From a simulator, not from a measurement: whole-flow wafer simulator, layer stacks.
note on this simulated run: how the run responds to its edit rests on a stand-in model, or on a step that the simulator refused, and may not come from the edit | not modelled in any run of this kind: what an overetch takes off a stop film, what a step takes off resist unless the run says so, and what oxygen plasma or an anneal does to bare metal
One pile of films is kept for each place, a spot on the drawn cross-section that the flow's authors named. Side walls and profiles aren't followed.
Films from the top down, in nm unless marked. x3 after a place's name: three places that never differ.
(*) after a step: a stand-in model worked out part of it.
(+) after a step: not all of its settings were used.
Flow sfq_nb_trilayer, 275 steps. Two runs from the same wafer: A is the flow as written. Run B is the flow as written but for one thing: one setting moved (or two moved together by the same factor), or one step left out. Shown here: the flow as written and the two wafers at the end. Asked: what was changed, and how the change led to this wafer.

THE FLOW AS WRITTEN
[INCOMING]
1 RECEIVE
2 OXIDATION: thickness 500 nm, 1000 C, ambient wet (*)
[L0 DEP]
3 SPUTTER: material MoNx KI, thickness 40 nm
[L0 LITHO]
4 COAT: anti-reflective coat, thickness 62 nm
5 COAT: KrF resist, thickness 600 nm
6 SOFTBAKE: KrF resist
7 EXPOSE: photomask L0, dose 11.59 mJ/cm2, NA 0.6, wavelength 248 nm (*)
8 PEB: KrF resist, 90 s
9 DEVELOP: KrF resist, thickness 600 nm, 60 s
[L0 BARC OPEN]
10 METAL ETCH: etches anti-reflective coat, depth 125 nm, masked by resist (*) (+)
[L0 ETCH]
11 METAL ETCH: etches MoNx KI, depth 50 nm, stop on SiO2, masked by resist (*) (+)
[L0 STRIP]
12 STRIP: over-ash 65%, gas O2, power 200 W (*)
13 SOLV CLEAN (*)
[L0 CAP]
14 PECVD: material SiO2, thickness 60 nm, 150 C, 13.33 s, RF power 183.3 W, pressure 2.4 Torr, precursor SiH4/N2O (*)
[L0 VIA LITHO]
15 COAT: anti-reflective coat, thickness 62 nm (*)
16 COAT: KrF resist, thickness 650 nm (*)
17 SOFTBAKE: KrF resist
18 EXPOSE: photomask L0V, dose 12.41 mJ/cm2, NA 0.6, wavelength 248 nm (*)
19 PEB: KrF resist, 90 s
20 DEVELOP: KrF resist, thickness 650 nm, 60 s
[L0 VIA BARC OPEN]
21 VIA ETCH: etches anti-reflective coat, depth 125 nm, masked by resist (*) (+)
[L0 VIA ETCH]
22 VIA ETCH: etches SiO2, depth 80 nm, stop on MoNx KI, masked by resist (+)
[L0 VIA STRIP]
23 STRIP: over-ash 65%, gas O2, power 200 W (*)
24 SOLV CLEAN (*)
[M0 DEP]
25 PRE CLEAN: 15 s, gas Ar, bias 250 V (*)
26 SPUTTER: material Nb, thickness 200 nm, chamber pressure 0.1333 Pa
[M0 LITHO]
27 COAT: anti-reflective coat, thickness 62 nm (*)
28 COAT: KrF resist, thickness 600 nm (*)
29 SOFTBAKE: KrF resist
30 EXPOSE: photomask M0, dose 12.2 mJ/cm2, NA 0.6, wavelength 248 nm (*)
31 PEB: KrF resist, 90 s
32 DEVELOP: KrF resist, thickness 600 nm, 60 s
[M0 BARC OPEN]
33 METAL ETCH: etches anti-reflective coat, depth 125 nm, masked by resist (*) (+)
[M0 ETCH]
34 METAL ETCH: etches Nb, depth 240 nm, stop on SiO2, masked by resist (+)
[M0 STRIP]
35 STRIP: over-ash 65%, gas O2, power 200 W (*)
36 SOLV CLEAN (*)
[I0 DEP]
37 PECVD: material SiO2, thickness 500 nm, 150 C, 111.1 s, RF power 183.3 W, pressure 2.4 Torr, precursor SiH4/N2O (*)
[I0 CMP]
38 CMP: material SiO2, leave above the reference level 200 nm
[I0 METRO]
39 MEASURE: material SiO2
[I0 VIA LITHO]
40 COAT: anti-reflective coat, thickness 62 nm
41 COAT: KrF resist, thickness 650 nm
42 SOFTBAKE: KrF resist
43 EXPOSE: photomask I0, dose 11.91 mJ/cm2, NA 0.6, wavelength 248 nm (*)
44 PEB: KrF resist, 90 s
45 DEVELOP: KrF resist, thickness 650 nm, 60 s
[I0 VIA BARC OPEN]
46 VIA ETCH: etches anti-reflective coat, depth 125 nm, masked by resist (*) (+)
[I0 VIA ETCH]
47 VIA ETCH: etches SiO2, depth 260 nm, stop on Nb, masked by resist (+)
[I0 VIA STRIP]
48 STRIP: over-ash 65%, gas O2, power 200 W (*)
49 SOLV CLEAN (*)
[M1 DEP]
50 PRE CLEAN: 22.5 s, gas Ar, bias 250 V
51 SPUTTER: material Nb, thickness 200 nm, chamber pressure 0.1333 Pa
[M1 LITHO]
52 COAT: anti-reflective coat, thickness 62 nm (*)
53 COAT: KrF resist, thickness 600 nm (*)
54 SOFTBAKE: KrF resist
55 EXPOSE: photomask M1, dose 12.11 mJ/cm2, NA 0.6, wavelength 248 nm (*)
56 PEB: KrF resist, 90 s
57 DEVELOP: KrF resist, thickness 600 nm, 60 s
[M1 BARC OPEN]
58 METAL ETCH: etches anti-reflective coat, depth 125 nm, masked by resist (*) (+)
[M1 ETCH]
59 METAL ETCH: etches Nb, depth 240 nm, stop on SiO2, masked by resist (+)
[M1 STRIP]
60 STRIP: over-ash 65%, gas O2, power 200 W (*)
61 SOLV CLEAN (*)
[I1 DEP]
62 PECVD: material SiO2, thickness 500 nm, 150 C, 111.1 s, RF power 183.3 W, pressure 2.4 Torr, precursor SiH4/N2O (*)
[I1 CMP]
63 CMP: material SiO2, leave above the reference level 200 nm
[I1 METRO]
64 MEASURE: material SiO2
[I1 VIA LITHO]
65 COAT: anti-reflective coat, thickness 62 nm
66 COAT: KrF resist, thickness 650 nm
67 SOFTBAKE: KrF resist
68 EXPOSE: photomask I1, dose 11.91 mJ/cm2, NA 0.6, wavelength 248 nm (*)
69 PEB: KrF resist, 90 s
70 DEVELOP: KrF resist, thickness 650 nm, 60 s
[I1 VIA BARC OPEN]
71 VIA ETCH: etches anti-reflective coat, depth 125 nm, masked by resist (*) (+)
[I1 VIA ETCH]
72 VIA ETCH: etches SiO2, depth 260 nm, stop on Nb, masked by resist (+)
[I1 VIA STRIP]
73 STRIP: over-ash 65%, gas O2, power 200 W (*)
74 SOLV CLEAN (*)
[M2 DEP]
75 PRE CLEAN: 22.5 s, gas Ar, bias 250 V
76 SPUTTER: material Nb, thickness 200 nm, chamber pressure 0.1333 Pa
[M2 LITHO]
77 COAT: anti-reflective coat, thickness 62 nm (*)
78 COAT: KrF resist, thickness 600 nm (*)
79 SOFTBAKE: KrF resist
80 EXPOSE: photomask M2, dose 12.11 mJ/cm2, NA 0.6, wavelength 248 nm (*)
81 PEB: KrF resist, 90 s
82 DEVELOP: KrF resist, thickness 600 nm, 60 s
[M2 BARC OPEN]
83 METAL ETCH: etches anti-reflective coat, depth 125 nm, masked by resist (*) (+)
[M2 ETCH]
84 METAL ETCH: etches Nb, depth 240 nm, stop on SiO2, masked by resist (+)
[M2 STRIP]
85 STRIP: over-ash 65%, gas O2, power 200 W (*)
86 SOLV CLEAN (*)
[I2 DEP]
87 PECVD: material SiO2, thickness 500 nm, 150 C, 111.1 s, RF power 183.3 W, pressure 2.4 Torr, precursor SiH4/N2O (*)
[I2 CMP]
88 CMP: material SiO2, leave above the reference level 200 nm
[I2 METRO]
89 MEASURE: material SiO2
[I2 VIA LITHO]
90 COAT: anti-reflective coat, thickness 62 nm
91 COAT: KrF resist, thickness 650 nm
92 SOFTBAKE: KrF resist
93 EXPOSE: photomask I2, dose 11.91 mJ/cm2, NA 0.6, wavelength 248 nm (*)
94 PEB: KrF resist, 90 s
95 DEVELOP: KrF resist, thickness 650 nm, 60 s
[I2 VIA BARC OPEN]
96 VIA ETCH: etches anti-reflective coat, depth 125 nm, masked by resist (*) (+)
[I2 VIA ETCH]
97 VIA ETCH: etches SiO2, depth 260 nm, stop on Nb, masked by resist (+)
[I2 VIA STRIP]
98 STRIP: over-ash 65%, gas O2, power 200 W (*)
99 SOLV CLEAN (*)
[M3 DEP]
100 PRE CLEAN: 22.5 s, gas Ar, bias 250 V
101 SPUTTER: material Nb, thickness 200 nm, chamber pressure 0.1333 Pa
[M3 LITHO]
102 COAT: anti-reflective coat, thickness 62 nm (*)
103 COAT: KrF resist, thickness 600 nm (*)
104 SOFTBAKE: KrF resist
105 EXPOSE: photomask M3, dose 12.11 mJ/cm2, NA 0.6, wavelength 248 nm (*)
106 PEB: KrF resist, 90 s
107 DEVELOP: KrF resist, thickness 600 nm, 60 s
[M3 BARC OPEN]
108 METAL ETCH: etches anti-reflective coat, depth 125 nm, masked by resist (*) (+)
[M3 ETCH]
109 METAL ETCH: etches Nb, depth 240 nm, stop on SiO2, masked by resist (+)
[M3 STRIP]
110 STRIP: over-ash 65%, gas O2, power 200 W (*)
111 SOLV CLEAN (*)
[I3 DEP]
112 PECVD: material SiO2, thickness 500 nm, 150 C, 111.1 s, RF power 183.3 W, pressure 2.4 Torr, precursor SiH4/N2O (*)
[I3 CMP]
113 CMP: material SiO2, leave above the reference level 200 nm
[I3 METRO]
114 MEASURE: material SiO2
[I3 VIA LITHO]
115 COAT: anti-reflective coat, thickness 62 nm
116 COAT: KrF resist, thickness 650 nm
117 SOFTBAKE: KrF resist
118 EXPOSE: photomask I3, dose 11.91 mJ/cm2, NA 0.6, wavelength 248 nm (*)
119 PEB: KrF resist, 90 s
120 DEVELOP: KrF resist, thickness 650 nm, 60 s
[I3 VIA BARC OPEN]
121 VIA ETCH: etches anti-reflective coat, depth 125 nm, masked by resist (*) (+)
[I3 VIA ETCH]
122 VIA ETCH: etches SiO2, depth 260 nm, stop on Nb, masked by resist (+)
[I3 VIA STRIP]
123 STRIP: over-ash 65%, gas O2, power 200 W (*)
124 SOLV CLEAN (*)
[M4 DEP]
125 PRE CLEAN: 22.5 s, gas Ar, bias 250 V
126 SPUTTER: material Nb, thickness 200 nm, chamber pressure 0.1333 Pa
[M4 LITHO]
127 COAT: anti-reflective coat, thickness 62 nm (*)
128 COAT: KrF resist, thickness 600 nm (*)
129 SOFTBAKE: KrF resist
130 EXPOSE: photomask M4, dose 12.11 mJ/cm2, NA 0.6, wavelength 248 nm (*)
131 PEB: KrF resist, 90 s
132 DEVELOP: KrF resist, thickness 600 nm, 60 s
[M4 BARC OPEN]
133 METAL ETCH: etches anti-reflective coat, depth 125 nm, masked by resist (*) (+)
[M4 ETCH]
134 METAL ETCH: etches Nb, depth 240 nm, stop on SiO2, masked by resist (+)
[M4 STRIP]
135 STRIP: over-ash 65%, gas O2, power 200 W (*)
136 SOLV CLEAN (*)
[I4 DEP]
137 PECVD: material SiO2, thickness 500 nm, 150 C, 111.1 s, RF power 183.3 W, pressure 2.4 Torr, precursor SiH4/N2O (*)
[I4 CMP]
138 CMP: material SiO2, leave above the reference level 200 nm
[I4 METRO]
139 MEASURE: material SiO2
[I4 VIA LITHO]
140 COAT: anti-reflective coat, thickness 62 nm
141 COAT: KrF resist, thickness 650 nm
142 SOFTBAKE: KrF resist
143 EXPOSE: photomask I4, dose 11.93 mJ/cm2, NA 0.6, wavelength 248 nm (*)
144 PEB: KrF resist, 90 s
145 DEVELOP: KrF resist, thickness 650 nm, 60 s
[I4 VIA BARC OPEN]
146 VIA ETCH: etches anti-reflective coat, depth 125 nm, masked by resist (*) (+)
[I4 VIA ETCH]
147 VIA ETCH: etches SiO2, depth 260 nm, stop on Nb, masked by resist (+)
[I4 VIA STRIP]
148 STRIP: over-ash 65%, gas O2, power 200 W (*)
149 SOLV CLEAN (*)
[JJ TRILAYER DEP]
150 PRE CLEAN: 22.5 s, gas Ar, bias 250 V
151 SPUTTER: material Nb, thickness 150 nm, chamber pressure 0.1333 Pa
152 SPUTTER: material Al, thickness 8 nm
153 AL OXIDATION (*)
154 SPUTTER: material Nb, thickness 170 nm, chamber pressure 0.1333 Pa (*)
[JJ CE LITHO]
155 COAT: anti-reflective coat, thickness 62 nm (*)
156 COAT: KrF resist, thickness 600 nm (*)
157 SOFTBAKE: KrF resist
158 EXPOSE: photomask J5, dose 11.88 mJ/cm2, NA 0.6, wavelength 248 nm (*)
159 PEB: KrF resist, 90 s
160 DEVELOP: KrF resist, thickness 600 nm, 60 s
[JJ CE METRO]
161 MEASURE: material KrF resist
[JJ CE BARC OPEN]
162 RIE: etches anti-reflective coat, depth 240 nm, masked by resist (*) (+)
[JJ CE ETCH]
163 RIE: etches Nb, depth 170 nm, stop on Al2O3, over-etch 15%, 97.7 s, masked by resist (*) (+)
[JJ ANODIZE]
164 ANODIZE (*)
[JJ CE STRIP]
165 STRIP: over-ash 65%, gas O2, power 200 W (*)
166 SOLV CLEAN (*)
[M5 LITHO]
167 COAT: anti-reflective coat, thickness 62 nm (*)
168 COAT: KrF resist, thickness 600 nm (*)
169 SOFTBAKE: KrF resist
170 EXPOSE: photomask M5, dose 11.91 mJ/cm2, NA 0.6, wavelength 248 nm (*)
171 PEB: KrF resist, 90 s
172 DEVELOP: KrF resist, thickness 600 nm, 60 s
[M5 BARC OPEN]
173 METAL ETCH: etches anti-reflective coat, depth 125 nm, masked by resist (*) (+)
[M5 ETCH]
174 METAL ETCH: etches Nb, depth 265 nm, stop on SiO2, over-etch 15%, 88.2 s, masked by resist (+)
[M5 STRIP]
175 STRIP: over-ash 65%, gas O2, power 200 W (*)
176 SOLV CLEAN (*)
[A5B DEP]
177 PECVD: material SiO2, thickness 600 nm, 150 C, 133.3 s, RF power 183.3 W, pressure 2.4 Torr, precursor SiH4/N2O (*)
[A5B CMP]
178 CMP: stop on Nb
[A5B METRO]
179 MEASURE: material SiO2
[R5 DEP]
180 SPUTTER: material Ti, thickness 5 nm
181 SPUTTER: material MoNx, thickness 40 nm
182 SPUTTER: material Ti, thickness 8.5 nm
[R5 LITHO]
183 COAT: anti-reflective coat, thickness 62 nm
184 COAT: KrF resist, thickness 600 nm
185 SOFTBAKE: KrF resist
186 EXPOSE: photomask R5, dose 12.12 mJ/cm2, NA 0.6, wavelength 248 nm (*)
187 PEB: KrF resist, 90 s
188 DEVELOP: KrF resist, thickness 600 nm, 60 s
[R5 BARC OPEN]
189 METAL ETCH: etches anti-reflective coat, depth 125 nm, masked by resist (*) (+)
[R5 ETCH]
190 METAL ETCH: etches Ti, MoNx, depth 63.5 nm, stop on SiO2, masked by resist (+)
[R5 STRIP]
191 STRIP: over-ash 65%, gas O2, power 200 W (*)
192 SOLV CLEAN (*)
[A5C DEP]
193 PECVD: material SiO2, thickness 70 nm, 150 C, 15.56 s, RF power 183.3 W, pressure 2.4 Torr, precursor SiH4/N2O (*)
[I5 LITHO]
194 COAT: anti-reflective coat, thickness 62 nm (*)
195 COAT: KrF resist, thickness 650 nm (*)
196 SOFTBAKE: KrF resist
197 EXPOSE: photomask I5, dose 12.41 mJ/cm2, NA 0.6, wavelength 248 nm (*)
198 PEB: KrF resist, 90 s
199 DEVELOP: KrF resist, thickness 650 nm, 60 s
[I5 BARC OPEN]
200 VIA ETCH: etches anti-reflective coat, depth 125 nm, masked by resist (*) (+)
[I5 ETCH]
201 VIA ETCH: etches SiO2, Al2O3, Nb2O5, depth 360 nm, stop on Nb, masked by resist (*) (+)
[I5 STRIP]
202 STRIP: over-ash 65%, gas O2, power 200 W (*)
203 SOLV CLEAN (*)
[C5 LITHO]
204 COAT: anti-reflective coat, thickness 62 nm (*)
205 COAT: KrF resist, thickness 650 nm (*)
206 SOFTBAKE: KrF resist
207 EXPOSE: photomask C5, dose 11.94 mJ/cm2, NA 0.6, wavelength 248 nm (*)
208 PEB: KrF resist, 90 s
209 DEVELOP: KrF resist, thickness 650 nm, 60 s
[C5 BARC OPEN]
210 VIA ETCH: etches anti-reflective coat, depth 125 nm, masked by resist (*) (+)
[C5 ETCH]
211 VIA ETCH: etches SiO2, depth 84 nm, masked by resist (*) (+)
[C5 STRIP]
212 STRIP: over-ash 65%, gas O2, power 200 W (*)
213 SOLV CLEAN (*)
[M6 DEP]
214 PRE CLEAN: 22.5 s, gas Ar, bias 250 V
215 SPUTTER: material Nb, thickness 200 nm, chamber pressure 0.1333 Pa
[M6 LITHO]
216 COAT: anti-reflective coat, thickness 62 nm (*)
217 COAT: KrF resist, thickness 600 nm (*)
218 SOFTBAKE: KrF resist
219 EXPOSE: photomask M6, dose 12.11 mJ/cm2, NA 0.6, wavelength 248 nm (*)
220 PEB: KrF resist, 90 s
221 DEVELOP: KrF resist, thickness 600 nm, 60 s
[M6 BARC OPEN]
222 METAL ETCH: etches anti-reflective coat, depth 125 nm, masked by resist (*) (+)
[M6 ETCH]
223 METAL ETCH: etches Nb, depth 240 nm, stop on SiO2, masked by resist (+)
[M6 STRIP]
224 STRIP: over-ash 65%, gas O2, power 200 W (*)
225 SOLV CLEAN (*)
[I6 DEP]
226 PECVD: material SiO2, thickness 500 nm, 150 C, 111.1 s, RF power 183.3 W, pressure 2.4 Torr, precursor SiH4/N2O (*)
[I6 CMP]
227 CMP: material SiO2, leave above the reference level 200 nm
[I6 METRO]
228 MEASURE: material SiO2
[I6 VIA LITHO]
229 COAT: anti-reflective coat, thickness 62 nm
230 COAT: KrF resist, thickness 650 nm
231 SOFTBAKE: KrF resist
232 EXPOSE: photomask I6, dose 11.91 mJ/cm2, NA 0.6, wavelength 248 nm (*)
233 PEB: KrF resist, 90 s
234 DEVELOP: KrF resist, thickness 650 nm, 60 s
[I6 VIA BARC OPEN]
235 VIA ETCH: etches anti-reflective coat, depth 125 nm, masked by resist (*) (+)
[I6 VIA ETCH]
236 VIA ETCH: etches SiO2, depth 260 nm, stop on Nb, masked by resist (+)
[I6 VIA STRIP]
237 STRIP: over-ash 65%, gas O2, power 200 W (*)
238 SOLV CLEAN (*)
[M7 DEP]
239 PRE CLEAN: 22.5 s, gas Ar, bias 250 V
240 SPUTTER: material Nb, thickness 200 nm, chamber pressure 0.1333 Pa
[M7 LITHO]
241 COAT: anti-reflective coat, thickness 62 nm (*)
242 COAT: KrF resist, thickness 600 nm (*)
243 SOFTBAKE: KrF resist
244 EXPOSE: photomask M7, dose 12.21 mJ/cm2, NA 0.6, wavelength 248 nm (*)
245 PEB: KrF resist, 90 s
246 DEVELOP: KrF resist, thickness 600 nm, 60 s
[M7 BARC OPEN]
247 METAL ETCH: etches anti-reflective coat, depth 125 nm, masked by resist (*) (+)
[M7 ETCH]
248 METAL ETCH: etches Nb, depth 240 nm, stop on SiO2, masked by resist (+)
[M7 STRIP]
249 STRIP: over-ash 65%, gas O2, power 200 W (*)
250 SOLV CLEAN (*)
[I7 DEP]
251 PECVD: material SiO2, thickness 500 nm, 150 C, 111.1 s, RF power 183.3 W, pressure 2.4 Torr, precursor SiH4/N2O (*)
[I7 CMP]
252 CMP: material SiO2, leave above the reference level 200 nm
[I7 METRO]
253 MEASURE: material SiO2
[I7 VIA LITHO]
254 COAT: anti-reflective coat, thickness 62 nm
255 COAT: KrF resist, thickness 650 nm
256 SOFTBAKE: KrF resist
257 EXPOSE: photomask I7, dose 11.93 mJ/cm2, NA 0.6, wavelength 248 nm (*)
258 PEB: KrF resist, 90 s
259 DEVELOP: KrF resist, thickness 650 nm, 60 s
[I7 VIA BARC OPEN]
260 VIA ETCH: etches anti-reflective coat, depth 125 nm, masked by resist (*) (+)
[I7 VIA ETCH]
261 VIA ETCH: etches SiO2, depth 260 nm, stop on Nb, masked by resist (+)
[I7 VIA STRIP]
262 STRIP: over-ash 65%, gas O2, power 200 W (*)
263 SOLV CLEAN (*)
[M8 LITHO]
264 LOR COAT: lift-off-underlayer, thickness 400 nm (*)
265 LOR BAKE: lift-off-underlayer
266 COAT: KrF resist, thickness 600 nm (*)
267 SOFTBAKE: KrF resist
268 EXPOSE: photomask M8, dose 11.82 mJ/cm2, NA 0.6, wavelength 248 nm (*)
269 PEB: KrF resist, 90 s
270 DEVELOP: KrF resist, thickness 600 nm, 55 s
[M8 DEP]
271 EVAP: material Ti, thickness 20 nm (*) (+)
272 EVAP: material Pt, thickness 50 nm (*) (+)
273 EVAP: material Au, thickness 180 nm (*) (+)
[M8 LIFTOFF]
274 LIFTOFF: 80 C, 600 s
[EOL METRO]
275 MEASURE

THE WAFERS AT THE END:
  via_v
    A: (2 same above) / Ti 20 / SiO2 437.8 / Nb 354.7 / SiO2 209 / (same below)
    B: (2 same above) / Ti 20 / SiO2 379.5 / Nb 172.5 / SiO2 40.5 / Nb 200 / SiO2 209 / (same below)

The cause: step 236, VIA ETCH: depth 151.8 nm was run, where the flow has depth 260 nm.

How the change led to this, step by step:
  236 VIA ETCH: etches SiO2, depth 260 nm, stop on Nb, masked by resist (+)
      via_v: A SiO2 -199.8 (all of it) | B SiO2 -151.8
      field_l, v_sur, via_wl and 102 more: A KrF resist -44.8 | B KrF resist -26.2
  237 STRIP: over-ash 65%, gas O2, power 200 W (*)
      field_l, v_sur, via_wl and 102 more: A KrF resist -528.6 (all of it), anti-reflective coat -62 (all of it) | B KrF resist -547.3 (all of it), anti-reflective coat -62 (all of it)
  239 PRE CLEAN: 22.5 s, gas Ar, bias 250 V
      via_v: A Nb -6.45 | B SiO2 -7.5
  240 SPUTTER: material Nb, thickness 200 nm, chamber pressure 0.1333 Pa
      via_v: A Nb +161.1 | B Nb +172.5 (new film)
  241 COAT: anti-reflective coat, thickness 62 nm (*)
      via_v: A anti-reflective coat +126 (new film) | B anti-reflective coat +114.1 (new film)
  242 COAT: KrF resist, thickness 600 nm (*)
      via_v: A KrF resist +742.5 (new film) | B KrF resist +703.6 (new film)
  249 STRIP: over-ash 65%, gas O2, power 200 W (*)
      via_v: A KrF resist -524.5 (all of it), anti-reflective coat -126 (all of it) | B KrF resist -485.8 (all of it), anti-reflective coat -114.1 (all of it)
  251 PECVD: material SiO2, thickness 500 nm, 150 C, 111.1 s, RF power 183.3 W, pressure 2.4 Torr, precursor SiH4/N2O (*)
      via_v: A SiO2 +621 (new film) | B SiO2 +536.5 (new film)
  252 CMP: material SiO2, leave above the reference level 200 nm
      via_v: A SiO2 -183.1 | B SiO2 -157.1
Counting metal films that touch as one body, via_v has 7 bodies (between them, from the top down: SiO2 379.5; SiO2 40.5; SiO2 209 / Al2O3 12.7 / Nb2O5 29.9; SiO2 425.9; SiO2 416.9; SiO2 192.5); the flow as written gives 6 bodies (between them, from the top down: SiO2 437.8; SiO2 209 / Al2O3 12.7 / Nb2O5 29.9; SiO2 425.9; SiO2 416.9; SiO2 192.5).
